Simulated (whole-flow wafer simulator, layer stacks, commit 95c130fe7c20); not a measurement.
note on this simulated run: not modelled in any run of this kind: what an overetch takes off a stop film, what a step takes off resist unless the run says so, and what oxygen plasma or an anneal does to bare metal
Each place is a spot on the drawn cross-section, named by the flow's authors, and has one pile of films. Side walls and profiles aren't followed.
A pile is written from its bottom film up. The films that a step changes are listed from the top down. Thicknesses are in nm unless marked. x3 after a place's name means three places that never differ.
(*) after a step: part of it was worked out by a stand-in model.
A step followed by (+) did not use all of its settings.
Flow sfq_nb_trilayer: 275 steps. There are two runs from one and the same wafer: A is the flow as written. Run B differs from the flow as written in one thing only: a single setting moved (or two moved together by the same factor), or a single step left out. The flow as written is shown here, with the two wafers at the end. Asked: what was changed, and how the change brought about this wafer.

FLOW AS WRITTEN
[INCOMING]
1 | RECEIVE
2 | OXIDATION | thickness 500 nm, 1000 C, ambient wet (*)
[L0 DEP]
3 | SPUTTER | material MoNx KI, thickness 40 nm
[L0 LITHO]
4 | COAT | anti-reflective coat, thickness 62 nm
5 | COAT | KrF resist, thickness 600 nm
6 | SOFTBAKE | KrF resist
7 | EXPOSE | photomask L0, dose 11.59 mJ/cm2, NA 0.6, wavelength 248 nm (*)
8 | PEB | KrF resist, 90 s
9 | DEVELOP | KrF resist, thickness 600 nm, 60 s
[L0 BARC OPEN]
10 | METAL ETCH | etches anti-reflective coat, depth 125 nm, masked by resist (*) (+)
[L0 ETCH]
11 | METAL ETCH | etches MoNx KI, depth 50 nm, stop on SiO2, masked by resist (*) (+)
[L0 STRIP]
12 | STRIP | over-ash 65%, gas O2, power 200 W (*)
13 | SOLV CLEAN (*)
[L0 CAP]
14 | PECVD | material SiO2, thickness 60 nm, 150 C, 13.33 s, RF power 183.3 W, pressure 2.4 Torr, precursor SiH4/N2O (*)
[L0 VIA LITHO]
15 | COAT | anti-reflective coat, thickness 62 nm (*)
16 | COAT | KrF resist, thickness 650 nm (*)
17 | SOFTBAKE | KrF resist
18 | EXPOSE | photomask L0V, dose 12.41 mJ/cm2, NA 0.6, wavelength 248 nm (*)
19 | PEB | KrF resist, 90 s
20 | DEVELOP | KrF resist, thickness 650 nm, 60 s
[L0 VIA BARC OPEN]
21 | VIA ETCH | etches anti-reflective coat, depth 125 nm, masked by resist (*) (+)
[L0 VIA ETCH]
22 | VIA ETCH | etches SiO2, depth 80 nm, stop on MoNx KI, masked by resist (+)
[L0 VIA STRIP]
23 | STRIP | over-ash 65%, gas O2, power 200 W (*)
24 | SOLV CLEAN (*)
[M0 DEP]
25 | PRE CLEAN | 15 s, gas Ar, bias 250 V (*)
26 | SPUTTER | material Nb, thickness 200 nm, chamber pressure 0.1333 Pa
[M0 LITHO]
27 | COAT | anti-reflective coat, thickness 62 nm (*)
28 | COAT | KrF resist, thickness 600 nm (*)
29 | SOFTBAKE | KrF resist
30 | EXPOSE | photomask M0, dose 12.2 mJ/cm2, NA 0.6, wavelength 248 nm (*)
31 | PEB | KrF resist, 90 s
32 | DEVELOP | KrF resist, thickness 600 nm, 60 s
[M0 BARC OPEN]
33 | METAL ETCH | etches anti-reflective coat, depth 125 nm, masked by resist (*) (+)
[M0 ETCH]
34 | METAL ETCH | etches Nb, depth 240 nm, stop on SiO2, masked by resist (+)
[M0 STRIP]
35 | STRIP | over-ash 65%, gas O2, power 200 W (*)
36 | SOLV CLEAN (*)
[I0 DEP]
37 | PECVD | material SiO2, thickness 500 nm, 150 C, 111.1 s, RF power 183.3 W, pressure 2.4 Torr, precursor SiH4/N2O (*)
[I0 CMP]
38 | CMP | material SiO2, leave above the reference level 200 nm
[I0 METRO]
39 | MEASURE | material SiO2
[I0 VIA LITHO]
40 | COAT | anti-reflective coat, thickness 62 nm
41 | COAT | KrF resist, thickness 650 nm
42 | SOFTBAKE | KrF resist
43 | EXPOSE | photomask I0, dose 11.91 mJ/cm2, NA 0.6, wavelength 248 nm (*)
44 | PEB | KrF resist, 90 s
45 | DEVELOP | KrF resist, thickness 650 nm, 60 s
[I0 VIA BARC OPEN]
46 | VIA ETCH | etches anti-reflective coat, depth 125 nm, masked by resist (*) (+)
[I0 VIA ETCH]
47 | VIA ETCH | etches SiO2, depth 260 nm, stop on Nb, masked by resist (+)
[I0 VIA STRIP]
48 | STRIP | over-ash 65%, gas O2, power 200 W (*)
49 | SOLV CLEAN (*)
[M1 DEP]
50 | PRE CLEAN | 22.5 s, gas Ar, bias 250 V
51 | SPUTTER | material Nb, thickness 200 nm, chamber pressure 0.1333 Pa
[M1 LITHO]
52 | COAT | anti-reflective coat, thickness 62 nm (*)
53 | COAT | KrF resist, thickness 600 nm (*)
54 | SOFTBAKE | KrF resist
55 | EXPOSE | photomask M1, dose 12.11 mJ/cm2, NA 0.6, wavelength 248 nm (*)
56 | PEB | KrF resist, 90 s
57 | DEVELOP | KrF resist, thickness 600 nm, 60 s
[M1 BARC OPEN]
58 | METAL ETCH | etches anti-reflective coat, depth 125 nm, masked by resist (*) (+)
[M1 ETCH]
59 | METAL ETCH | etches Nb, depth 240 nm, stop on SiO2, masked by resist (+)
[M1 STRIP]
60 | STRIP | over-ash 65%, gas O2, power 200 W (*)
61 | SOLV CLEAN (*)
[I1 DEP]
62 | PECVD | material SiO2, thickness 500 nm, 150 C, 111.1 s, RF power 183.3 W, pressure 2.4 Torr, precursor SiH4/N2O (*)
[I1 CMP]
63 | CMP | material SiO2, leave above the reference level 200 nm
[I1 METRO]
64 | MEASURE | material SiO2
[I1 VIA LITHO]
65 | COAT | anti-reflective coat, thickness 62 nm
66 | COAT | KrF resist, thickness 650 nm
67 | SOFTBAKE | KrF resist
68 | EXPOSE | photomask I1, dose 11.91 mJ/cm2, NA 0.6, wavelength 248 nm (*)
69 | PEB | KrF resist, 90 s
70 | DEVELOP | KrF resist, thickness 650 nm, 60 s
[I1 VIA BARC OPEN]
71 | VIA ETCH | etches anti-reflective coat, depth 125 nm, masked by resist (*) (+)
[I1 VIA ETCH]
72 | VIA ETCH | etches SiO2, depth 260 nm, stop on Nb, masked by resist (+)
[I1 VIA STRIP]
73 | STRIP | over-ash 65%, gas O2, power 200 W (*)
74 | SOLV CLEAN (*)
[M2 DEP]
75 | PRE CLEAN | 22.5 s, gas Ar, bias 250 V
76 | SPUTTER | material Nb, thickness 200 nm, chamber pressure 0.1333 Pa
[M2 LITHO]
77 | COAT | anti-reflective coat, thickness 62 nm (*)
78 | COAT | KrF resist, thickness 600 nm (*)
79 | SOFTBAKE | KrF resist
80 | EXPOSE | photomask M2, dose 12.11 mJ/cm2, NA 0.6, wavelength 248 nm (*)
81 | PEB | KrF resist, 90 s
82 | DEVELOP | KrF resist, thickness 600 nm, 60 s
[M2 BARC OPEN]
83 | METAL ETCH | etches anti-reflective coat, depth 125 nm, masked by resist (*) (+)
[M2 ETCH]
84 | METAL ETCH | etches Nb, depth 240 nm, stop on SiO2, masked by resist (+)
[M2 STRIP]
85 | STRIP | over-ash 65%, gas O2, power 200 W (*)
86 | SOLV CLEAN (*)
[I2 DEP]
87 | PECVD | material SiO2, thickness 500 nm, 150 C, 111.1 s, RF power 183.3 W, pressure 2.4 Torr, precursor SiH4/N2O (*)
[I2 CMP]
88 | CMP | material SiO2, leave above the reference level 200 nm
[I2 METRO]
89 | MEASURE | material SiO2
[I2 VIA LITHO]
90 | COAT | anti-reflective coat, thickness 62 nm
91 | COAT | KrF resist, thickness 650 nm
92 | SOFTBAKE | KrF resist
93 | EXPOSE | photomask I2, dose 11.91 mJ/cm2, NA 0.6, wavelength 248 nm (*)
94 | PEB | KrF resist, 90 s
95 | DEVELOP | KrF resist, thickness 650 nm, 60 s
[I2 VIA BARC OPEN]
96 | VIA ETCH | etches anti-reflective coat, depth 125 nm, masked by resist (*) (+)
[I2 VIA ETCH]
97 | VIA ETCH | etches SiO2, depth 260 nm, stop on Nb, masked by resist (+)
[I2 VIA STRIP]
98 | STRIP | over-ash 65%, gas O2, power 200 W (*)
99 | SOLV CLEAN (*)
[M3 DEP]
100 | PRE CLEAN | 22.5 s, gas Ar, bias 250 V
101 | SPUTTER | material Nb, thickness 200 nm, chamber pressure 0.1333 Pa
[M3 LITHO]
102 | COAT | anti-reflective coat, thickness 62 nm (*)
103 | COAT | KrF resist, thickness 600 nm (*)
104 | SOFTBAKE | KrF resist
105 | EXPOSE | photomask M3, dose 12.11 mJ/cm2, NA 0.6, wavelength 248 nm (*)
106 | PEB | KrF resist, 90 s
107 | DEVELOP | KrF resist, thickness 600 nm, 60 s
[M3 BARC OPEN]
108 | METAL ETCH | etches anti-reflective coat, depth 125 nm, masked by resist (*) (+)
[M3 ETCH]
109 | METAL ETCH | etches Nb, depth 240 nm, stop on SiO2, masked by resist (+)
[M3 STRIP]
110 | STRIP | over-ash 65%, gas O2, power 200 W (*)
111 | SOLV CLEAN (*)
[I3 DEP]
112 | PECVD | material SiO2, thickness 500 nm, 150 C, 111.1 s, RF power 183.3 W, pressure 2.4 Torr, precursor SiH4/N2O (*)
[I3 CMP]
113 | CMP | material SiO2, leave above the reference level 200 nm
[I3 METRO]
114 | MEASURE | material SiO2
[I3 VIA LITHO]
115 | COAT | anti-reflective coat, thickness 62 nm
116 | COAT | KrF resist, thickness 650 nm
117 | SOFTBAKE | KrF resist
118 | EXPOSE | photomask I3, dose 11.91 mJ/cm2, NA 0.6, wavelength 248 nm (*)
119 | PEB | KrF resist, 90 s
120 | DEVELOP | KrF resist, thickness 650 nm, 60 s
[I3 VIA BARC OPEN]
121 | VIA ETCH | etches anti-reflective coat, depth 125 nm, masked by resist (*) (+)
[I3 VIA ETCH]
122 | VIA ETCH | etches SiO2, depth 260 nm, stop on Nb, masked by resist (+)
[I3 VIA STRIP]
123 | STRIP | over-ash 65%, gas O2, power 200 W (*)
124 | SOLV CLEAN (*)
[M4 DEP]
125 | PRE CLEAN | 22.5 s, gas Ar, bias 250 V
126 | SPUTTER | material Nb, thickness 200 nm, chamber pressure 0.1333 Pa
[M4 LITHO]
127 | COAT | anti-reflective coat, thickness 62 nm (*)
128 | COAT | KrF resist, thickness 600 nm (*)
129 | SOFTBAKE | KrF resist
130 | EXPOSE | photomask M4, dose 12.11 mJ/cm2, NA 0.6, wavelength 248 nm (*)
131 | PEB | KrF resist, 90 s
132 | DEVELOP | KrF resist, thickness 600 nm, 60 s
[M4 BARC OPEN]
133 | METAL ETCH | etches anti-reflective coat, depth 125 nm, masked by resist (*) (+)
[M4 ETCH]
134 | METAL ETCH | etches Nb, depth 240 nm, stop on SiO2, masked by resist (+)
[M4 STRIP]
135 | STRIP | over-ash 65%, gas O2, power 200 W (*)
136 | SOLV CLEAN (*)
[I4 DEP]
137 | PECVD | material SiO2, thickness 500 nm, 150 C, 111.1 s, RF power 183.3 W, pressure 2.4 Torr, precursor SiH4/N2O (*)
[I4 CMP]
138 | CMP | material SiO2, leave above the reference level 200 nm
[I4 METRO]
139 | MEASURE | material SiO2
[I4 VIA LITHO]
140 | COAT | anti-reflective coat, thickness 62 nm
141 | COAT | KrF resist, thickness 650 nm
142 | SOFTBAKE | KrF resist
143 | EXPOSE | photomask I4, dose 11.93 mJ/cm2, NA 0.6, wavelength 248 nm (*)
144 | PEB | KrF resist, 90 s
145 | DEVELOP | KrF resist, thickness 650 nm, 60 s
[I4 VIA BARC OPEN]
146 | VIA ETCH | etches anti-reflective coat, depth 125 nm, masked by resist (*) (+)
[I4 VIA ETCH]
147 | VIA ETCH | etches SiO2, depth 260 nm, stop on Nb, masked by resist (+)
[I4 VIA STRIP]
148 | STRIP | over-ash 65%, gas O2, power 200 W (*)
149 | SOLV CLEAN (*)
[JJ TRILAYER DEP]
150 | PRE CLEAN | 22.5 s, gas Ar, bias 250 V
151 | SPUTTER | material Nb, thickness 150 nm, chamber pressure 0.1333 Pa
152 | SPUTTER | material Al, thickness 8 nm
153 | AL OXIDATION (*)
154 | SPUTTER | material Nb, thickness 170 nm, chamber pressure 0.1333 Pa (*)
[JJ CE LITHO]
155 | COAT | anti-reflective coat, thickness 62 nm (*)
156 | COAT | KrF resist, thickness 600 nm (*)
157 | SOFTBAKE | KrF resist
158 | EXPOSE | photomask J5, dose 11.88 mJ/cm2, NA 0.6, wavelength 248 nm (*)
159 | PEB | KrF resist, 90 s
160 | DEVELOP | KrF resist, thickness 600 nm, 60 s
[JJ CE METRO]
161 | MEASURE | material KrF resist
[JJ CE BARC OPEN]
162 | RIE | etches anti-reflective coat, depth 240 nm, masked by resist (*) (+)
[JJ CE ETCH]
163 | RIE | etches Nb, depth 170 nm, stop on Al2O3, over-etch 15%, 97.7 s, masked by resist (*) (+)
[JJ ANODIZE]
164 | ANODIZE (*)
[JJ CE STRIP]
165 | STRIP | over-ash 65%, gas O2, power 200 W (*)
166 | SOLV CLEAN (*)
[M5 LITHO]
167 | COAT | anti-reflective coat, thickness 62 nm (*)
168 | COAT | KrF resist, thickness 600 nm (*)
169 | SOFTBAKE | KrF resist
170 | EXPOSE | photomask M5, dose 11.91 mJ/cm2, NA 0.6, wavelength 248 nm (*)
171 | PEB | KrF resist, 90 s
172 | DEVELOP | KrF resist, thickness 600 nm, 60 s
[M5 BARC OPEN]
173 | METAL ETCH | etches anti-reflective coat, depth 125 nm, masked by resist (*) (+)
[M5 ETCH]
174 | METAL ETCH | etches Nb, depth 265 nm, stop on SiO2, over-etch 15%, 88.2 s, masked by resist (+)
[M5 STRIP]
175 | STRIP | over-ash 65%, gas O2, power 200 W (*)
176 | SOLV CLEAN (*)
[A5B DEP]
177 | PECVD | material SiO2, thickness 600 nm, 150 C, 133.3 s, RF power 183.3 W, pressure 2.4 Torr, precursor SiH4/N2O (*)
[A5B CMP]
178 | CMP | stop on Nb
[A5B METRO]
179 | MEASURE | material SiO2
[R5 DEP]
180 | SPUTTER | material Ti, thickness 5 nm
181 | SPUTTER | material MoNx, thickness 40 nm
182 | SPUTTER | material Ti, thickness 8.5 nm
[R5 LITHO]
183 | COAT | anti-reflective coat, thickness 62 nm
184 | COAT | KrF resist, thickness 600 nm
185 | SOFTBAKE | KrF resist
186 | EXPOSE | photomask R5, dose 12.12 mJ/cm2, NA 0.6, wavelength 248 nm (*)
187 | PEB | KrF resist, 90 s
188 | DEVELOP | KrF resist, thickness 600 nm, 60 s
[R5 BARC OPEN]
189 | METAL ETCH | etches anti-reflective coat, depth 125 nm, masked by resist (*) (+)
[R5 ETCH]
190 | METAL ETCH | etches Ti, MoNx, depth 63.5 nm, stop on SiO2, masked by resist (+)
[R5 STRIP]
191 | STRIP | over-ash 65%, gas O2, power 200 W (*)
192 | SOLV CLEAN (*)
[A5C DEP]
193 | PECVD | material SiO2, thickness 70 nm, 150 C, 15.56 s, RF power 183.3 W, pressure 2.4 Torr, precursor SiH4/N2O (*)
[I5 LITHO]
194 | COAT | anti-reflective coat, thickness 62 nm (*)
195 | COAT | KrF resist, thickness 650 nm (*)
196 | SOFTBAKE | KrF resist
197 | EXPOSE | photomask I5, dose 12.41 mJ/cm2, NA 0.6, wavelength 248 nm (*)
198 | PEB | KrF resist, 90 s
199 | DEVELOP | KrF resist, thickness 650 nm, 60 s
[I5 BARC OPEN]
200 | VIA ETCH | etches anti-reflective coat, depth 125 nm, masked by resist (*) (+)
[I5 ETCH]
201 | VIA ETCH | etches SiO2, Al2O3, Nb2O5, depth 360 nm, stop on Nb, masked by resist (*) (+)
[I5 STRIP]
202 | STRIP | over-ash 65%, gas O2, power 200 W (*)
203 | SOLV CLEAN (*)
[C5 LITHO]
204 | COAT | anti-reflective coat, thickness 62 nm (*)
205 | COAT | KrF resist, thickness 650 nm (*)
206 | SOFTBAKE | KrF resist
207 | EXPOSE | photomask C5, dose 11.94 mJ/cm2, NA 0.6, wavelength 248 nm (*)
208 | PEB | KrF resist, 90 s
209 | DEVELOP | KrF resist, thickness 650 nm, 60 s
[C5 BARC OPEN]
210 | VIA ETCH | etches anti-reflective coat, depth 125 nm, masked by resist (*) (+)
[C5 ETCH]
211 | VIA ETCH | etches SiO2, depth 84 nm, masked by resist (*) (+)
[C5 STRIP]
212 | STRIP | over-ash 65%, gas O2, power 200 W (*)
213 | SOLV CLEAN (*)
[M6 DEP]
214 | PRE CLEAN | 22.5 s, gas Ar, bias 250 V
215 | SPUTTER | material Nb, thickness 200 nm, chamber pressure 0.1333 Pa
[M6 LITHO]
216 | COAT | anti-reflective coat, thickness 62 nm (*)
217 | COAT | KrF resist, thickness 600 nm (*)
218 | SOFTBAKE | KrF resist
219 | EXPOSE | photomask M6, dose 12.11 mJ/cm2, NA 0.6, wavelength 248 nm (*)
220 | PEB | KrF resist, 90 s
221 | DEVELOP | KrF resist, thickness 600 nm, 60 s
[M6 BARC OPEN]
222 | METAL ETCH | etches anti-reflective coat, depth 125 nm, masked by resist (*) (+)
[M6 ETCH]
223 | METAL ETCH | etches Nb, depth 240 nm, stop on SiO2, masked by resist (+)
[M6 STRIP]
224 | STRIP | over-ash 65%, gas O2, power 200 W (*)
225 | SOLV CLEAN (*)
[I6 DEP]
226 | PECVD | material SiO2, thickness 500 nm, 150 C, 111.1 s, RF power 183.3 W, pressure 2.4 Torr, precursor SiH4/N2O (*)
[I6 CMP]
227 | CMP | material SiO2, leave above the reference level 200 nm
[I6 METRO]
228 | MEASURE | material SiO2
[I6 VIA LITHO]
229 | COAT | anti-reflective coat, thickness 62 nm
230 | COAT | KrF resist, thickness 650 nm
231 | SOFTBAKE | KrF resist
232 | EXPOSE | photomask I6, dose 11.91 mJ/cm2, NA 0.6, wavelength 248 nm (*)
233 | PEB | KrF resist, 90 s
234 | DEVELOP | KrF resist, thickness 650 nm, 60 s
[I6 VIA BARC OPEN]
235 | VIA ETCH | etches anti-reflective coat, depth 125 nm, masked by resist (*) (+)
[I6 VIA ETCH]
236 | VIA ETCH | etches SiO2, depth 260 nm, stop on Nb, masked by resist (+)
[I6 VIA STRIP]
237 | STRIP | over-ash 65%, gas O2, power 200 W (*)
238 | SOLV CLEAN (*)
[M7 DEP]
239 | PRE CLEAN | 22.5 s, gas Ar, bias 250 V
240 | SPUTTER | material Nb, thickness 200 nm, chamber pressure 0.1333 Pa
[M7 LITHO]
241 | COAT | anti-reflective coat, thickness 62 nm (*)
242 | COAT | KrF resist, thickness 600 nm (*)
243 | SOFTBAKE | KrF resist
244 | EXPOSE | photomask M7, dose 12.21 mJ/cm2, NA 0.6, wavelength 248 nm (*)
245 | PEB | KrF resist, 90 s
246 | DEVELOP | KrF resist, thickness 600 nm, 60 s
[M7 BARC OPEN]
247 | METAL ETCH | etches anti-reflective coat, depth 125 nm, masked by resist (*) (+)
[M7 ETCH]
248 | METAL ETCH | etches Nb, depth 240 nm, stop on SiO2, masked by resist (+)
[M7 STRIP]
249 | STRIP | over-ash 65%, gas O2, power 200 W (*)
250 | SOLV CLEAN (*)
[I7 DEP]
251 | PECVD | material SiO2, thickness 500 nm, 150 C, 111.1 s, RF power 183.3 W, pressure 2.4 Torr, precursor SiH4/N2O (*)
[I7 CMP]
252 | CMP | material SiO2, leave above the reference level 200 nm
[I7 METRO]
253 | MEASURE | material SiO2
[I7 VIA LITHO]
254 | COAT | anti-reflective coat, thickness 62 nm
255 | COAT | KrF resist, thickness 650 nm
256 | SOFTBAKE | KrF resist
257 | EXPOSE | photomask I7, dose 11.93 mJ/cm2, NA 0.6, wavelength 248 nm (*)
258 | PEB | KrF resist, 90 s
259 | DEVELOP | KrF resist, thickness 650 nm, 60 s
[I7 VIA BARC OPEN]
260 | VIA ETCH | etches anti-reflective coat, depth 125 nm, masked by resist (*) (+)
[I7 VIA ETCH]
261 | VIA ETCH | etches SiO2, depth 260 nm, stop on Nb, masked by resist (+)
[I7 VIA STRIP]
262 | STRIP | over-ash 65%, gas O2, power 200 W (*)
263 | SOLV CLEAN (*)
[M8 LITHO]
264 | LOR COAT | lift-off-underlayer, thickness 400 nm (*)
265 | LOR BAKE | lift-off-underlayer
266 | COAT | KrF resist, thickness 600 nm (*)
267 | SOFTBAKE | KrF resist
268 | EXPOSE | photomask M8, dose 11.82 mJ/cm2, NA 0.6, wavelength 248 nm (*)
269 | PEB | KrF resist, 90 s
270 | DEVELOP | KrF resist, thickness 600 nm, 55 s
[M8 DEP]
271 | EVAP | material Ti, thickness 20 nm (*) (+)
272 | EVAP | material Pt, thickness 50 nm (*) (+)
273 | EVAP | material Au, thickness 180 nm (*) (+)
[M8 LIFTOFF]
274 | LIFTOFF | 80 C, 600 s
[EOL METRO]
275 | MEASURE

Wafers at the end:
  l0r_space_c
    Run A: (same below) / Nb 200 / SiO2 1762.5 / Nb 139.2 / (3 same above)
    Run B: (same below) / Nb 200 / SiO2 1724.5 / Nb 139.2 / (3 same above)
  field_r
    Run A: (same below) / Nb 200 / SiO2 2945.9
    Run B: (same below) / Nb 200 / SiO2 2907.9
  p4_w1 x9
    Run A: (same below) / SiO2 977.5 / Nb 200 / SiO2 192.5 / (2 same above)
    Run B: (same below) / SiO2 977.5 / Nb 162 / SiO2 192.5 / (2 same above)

What caused this: step 101, SPUTTER: thickness 162 nm was run, though the flow has thickness 200 nm.
The wafer itself shows it: p4_w1 x9 has Nb 162, and step 101 as written asks for 200 nm.

How this came from the change, step by step:
  101 | SPUTTER | material Nb, thickness 200 nm, chamber pressure 0.1333 Pa
      field_l, v_sur, via_wl and 102 more: A +200 Nb (new film) | B +162 Nb (new film)
      via_w: A +165.5 Nb | B +133.9 Nb
  109 | METAL ETCH | etches Nb, depth 240 nm, stop on SiO2, masked by resist (+)
      field_l, be, be_sur and 72 more: A -200 Nb (all of it) | B -162 Nb (all of it)
  112 | PECVD | material SiO2, thickness 500 nm, 150 C, 111.1 s, RF power 183.3 W, pressure 2.4 Torr, precursor SiH4/N2O (*)
      p4_g1 x2, p3_s0 x6: A +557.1 SiO2 | B +519.1 SiO2
  113 | CMP | material SiO2, leave above the reference level 200 nm
      field_l, be, be_sur and 64 more: A -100 SiO2 | B -138 SiO2
      via_w: A -181.6 SiO2 | B -177.9 SiO2
